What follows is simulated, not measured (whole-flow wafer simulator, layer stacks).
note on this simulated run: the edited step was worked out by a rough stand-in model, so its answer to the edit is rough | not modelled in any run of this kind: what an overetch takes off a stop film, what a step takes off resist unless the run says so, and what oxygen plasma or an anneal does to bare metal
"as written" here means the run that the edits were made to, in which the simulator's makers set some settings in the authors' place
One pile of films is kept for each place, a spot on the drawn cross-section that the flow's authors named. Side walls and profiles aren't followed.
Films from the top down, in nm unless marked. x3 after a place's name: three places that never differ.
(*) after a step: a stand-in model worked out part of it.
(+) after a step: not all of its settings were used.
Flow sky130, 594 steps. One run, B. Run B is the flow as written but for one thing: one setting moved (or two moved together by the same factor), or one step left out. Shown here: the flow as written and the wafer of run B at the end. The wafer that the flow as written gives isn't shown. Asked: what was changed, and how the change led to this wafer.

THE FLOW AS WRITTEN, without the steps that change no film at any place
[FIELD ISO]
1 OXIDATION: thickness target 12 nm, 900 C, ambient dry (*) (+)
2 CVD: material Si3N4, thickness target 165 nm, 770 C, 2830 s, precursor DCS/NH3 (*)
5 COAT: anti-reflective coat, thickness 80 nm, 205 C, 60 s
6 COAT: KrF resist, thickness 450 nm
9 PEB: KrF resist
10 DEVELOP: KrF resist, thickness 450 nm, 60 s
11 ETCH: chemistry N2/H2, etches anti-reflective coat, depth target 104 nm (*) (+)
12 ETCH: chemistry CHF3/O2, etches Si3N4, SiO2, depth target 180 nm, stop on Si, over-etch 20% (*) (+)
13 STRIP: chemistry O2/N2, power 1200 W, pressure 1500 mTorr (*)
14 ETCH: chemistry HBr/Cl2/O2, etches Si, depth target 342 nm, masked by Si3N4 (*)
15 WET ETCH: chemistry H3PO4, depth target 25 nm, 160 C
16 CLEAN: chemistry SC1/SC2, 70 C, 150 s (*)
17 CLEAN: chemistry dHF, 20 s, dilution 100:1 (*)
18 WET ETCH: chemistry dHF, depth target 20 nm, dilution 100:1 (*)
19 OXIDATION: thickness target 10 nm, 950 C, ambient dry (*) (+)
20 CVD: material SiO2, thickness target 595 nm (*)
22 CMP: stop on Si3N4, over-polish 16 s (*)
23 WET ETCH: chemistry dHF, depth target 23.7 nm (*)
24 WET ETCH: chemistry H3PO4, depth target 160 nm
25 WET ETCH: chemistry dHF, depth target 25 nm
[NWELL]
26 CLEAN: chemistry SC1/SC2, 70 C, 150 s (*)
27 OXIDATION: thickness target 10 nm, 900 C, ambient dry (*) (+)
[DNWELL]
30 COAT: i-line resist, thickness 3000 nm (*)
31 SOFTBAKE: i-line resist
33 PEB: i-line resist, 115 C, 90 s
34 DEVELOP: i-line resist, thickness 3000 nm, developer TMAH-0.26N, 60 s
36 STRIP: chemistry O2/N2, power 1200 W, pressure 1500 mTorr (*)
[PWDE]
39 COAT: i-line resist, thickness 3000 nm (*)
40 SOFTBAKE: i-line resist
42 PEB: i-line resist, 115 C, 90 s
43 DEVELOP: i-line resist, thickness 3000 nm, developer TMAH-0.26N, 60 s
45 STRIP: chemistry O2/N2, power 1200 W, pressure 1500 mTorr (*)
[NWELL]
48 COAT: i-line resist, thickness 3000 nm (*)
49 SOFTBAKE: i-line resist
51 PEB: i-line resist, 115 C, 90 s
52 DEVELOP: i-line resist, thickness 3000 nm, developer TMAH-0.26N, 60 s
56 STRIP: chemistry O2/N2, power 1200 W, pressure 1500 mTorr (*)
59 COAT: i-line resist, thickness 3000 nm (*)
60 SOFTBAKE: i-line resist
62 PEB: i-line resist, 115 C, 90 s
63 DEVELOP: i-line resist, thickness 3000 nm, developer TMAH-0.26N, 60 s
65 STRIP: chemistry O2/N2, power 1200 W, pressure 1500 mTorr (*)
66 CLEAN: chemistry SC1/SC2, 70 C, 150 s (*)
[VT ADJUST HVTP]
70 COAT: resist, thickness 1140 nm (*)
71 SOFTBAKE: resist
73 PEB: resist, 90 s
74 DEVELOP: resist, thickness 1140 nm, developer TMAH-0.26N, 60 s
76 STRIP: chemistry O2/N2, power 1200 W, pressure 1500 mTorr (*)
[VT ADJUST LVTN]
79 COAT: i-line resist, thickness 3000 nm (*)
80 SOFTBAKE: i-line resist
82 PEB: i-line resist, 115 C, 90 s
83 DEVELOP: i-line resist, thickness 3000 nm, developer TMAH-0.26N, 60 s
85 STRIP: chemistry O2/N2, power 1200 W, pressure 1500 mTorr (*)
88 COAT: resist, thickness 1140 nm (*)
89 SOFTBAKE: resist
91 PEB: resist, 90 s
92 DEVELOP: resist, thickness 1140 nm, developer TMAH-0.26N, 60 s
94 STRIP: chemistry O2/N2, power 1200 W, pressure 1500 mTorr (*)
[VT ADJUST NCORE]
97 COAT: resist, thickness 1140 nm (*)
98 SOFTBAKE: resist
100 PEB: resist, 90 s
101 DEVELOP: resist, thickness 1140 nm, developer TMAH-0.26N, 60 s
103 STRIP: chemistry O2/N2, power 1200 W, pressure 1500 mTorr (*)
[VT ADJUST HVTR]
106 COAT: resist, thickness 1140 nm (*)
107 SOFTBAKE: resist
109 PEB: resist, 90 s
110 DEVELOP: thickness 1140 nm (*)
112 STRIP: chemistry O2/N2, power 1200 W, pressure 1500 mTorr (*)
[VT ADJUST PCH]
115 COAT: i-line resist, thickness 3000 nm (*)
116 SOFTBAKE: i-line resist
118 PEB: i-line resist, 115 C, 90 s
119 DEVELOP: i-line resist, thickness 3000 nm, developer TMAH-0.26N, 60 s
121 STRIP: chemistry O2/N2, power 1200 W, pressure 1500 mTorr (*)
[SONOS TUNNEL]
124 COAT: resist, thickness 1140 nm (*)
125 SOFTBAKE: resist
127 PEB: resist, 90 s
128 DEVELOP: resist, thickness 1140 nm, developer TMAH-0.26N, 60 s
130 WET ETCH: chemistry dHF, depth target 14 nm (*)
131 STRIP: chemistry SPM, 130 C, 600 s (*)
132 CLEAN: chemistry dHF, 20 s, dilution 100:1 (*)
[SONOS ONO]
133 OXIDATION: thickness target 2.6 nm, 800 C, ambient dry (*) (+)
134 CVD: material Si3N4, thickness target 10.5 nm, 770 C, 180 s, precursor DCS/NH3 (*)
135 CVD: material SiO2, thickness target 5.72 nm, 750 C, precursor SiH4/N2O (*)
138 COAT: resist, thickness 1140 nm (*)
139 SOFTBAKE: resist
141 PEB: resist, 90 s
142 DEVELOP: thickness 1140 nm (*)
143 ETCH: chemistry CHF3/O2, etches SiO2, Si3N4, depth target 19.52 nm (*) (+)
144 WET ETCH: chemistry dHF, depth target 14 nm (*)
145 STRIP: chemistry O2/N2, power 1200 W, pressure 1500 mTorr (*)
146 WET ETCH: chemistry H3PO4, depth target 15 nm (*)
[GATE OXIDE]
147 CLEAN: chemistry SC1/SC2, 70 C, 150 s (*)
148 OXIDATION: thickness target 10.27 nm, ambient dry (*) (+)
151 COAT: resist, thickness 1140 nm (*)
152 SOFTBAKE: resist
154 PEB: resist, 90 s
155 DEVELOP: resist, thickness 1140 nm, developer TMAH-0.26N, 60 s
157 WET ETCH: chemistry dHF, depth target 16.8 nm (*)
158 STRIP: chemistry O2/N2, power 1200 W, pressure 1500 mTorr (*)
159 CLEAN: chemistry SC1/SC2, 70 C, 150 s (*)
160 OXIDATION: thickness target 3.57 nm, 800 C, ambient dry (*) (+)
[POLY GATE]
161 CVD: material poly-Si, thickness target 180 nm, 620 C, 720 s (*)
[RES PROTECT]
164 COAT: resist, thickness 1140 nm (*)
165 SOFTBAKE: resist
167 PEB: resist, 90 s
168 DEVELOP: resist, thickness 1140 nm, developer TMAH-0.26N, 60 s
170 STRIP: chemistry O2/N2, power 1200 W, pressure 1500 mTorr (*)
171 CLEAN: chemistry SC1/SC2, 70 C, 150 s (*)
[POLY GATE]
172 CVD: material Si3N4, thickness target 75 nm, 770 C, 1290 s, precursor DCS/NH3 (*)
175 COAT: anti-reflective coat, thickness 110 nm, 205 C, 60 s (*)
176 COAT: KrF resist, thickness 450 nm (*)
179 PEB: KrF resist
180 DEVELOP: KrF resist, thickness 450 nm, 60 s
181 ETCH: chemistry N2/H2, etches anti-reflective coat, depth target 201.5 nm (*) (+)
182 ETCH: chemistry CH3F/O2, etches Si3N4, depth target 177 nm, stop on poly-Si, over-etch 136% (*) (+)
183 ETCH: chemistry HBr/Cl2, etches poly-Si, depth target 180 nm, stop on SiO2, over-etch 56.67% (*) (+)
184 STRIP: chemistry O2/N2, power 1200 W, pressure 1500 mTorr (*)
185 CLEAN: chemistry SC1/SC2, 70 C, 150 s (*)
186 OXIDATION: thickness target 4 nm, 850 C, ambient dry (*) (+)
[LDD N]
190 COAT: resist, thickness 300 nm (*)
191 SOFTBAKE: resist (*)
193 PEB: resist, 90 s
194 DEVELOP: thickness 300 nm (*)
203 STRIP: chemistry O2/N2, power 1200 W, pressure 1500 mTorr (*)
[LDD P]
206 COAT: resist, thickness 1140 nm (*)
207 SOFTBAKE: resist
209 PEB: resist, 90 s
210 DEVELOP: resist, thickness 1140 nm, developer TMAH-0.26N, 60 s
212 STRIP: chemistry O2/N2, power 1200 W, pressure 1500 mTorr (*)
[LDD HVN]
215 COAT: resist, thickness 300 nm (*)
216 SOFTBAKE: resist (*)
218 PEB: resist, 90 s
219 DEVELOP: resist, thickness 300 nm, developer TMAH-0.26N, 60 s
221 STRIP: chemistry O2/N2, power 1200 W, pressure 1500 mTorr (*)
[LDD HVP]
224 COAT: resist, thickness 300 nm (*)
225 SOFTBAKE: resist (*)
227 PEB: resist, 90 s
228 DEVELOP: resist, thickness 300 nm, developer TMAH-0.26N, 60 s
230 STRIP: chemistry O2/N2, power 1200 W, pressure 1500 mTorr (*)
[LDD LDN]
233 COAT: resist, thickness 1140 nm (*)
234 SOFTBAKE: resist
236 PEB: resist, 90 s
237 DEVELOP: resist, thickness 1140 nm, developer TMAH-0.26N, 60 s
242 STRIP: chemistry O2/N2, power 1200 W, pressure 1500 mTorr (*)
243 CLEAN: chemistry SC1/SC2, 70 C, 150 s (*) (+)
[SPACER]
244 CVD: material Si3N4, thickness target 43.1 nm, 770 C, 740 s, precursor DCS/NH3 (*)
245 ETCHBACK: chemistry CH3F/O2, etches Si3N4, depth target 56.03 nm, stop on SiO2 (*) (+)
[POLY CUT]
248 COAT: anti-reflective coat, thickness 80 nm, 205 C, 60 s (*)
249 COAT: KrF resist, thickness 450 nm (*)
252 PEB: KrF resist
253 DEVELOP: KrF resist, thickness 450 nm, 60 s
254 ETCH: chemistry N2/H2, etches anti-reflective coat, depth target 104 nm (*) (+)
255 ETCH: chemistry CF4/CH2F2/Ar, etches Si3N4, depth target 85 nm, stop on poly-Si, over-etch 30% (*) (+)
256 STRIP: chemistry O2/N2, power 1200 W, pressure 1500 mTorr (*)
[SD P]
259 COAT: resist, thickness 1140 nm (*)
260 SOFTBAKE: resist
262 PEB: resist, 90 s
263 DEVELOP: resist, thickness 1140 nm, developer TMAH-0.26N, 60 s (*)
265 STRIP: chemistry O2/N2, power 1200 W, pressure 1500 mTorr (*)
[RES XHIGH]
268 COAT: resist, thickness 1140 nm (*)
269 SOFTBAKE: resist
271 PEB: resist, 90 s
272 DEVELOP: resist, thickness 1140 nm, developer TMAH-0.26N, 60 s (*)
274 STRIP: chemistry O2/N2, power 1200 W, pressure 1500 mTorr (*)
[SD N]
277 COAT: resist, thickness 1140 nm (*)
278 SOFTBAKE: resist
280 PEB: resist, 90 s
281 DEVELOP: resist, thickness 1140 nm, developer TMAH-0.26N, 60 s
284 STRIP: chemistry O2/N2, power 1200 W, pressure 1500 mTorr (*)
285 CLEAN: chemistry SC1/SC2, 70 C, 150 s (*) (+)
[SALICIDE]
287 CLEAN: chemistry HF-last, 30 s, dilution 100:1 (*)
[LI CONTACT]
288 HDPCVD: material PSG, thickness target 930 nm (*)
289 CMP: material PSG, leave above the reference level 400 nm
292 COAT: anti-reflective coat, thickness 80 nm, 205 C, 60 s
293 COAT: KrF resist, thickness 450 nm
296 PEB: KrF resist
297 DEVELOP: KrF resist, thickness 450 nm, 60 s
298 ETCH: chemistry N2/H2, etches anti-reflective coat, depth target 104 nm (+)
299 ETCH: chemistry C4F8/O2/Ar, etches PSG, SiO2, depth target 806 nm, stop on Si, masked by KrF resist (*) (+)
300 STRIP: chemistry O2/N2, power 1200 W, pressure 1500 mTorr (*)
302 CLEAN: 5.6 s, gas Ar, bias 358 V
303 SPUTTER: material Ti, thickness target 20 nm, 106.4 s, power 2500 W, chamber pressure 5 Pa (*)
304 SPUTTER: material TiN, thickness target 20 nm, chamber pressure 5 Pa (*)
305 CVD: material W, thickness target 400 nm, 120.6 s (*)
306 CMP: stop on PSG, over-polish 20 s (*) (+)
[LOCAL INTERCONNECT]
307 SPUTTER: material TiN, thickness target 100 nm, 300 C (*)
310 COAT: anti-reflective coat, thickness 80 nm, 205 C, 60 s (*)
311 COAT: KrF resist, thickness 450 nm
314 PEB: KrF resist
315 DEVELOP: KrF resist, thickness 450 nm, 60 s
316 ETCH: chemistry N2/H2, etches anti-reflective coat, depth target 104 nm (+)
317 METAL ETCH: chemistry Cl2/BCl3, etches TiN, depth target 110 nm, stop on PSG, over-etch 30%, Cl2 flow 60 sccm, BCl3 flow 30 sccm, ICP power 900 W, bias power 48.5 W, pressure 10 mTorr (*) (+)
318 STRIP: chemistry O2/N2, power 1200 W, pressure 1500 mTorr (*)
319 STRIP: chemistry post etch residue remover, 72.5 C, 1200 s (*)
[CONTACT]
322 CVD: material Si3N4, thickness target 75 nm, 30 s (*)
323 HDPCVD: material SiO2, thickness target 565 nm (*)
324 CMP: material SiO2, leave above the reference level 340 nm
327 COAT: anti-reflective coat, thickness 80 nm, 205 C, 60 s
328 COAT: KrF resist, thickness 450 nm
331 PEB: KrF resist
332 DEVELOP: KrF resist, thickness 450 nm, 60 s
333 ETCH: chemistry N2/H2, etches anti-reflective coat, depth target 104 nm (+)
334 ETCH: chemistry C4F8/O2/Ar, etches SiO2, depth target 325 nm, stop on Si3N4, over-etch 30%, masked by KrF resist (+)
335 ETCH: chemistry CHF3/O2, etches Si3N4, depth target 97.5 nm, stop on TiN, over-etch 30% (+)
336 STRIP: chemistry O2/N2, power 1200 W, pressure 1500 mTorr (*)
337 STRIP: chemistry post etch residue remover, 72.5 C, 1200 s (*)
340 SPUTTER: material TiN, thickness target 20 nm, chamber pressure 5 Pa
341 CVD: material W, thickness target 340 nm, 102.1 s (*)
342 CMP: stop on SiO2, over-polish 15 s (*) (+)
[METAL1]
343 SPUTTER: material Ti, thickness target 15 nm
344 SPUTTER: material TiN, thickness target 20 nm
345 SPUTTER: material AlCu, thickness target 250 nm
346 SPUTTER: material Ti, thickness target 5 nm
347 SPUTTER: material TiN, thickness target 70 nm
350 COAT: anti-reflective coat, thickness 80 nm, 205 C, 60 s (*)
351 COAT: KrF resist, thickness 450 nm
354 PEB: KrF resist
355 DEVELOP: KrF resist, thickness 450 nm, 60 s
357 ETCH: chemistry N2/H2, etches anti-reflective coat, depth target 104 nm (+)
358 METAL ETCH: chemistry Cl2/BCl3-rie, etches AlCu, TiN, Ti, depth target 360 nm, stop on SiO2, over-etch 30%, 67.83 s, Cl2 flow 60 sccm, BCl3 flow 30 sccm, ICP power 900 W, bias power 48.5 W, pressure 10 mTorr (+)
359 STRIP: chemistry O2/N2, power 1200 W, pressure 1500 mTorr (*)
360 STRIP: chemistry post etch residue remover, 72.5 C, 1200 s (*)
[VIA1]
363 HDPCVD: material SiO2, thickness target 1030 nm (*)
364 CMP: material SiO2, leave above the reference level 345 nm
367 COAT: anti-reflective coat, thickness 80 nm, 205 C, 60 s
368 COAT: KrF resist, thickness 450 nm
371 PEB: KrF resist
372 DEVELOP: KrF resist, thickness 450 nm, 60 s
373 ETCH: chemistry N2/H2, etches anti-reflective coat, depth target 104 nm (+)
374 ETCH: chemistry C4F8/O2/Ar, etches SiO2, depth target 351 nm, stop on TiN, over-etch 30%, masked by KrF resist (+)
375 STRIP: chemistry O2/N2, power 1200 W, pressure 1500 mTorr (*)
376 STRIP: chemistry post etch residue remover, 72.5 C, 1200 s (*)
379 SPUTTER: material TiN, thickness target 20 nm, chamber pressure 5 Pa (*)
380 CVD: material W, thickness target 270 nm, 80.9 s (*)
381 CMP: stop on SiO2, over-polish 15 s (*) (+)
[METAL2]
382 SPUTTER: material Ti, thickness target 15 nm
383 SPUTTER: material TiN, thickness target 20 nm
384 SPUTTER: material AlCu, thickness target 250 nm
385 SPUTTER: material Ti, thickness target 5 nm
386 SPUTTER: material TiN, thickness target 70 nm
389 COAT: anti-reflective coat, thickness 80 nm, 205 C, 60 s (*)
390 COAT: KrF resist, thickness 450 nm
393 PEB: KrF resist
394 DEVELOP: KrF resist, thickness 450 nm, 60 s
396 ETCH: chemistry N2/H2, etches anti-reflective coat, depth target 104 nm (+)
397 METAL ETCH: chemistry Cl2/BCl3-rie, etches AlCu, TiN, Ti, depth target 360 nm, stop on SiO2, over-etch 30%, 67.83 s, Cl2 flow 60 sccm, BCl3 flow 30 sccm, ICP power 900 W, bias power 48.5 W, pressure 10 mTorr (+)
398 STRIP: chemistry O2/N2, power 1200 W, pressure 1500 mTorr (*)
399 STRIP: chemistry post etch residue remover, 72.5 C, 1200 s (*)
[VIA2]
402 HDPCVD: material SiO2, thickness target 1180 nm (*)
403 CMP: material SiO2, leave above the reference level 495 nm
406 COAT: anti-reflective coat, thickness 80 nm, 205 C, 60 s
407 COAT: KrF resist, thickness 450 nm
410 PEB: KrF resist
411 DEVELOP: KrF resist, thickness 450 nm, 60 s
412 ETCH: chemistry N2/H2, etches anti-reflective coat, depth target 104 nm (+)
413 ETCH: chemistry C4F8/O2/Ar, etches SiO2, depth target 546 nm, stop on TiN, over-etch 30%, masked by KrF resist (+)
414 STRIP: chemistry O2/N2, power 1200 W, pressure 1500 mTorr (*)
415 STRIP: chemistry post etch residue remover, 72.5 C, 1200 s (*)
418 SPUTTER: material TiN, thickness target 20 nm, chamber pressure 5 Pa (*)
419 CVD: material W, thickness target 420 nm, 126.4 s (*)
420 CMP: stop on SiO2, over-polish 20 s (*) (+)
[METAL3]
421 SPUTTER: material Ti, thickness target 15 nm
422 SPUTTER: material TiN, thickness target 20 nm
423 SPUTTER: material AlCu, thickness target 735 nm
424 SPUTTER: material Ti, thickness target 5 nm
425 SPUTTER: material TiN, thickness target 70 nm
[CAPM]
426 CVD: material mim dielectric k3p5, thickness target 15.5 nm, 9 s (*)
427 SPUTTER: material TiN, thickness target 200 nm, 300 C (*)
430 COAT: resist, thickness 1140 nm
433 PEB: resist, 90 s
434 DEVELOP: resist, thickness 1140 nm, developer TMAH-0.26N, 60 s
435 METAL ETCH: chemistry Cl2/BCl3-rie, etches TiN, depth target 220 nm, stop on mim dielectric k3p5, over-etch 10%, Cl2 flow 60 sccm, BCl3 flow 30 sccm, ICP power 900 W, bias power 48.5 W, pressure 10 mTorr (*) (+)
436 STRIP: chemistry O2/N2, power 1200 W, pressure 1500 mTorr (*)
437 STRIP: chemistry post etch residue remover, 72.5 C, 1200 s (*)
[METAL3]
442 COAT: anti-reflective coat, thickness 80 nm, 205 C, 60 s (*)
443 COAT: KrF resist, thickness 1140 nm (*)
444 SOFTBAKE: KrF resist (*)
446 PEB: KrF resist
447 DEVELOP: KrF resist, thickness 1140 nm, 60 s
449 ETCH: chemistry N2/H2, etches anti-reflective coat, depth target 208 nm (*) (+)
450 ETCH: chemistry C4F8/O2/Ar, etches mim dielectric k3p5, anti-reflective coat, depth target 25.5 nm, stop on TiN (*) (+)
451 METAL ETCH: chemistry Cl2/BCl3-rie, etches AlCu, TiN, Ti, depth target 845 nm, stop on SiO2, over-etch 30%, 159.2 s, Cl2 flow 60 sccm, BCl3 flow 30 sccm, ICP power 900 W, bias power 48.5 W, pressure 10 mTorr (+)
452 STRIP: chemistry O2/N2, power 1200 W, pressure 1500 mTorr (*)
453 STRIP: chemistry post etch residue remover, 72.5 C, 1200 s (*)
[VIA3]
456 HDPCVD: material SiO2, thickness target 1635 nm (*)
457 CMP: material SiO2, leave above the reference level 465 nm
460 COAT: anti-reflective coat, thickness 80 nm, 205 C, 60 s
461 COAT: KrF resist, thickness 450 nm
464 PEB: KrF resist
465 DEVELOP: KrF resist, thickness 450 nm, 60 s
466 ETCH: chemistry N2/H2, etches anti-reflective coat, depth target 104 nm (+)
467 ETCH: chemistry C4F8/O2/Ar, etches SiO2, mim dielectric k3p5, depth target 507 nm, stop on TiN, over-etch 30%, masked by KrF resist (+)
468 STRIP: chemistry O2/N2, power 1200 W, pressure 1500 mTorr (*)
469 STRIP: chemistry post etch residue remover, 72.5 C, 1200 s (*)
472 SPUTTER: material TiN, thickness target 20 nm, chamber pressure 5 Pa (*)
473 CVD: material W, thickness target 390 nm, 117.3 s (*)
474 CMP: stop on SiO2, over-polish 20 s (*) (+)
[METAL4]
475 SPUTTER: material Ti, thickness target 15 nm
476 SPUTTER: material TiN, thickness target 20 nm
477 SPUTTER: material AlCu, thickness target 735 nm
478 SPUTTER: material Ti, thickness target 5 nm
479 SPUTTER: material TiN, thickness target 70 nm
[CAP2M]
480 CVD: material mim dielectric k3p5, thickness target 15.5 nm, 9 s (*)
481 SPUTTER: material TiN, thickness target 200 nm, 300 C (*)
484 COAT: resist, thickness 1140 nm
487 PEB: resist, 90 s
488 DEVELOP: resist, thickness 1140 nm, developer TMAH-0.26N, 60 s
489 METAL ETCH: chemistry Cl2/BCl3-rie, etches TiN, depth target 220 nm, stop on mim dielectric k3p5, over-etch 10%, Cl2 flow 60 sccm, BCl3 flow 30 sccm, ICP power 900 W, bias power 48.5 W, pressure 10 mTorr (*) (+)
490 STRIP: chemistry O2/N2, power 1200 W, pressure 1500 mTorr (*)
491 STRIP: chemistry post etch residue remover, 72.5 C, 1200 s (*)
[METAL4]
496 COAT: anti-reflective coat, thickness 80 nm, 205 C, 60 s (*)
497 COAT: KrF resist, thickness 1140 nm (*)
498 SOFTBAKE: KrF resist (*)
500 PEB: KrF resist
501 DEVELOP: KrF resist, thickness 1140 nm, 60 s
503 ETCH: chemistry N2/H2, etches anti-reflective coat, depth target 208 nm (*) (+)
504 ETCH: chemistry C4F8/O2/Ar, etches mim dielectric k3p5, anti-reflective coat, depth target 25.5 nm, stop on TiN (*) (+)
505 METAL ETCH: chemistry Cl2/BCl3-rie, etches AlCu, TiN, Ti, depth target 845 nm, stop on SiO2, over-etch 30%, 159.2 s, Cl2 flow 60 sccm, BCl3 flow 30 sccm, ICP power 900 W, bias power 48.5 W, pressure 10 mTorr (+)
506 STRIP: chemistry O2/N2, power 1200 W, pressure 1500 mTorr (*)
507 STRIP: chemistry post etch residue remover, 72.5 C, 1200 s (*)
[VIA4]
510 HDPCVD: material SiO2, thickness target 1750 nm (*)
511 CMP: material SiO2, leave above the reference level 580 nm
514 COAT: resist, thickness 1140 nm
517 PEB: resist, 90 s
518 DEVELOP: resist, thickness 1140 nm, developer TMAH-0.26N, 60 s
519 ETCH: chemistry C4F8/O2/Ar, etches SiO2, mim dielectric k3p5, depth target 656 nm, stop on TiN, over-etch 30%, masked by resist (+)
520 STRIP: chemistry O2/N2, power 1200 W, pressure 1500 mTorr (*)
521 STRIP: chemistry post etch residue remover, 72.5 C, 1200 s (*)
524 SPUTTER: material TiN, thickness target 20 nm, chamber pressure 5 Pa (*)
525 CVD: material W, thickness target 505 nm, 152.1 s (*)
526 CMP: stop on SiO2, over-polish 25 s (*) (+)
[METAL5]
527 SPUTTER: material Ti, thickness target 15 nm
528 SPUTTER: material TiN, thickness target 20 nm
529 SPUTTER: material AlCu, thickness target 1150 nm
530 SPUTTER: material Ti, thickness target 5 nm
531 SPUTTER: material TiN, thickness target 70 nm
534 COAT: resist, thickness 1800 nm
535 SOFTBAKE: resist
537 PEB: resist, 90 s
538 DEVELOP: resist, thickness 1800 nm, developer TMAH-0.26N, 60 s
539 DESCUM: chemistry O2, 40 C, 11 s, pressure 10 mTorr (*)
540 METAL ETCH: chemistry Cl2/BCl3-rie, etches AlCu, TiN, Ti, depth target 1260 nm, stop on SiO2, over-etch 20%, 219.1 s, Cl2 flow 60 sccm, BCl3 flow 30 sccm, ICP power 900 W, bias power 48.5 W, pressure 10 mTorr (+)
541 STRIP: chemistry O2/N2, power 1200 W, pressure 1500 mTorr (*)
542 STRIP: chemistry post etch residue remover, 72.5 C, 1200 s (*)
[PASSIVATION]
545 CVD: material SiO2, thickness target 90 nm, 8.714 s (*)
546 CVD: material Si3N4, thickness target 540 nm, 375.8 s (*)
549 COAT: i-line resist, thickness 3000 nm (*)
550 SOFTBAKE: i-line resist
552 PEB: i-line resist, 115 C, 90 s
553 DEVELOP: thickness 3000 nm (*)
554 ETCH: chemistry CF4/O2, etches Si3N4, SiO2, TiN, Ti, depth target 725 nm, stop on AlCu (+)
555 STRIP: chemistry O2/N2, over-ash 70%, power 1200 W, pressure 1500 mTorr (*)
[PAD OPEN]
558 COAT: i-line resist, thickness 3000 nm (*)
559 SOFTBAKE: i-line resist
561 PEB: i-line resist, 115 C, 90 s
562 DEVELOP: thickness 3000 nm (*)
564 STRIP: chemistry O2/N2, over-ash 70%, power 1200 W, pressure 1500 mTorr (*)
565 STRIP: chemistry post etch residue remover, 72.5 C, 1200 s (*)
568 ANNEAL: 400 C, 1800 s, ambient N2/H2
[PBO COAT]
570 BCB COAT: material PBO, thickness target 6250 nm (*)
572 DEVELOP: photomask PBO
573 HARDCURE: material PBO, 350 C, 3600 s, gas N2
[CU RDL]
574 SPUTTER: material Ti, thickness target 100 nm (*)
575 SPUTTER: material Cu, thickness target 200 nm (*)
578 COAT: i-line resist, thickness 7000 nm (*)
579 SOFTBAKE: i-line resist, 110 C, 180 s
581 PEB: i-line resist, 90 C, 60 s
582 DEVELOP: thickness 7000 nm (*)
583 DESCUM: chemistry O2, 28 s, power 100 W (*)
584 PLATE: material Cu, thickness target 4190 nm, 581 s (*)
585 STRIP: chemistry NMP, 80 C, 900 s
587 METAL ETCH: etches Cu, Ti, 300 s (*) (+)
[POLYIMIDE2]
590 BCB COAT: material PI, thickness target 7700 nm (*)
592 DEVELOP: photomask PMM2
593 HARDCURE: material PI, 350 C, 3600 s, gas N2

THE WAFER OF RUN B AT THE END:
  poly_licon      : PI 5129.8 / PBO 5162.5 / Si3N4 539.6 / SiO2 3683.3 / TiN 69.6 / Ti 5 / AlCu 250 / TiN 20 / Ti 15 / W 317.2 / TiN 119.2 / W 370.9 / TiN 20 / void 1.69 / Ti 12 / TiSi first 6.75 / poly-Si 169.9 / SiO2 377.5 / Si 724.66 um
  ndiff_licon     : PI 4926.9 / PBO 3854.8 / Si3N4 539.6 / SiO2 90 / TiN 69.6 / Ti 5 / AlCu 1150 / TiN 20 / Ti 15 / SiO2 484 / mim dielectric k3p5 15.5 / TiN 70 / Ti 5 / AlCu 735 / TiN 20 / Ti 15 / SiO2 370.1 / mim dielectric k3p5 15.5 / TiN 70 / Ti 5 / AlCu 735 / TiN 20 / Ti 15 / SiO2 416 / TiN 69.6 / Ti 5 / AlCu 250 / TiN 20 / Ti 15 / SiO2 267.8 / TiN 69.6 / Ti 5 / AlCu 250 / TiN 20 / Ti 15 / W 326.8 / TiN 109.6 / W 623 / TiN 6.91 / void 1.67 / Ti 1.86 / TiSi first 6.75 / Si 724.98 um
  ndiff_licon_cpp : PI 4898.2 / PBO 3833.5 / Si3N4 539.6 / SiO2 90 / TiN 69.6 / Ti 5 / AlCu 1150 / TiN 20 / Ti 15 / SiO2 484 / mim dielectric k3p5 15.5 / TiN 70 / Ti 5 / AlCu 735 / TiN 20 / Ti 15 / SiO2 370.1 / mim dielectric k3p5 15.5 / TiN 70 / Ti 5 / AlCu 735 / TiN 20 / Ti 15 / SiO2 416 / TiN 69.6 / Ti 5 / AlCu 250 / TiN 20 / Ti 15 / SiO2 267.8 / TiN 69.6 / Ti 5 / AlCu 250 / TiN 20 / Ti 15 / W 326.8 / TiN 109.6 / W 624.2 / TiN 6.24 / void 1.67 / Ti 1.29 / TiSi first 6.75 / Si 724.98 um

The cause: step 303, SPUTTER: 85.1 s was run, where the flow has 106.4 s.

How the change led to this, step by step:
  303 SPUTTER: material Ti, thickness target 20 nm, 106.4 s, power 2500 W, chamber pressure 5 Pa (*)
      field, active, n_well and 185 more: Ti +16 (new film) (as written it would be: Ti +20 (new film))
      ndiff_licon: Ti +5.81 (new film) (as written it would be: Ti +7.24 (new film))
      (and at 2 more places)
  306 CMP: stop on PSG, over-polish 20 s (*) (+)
      field, active, n_well and 184 more: W -400 (all of it), TiN -20 (all of it), Ti -16 (all of it), PSG -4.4 (as written it would be: W -400 (all of it), TiN -20 (all of it), Ti -20 (all of it), PSG -4.4)
      poly_licon: W -29.1 (as written it would be: W -33.1)
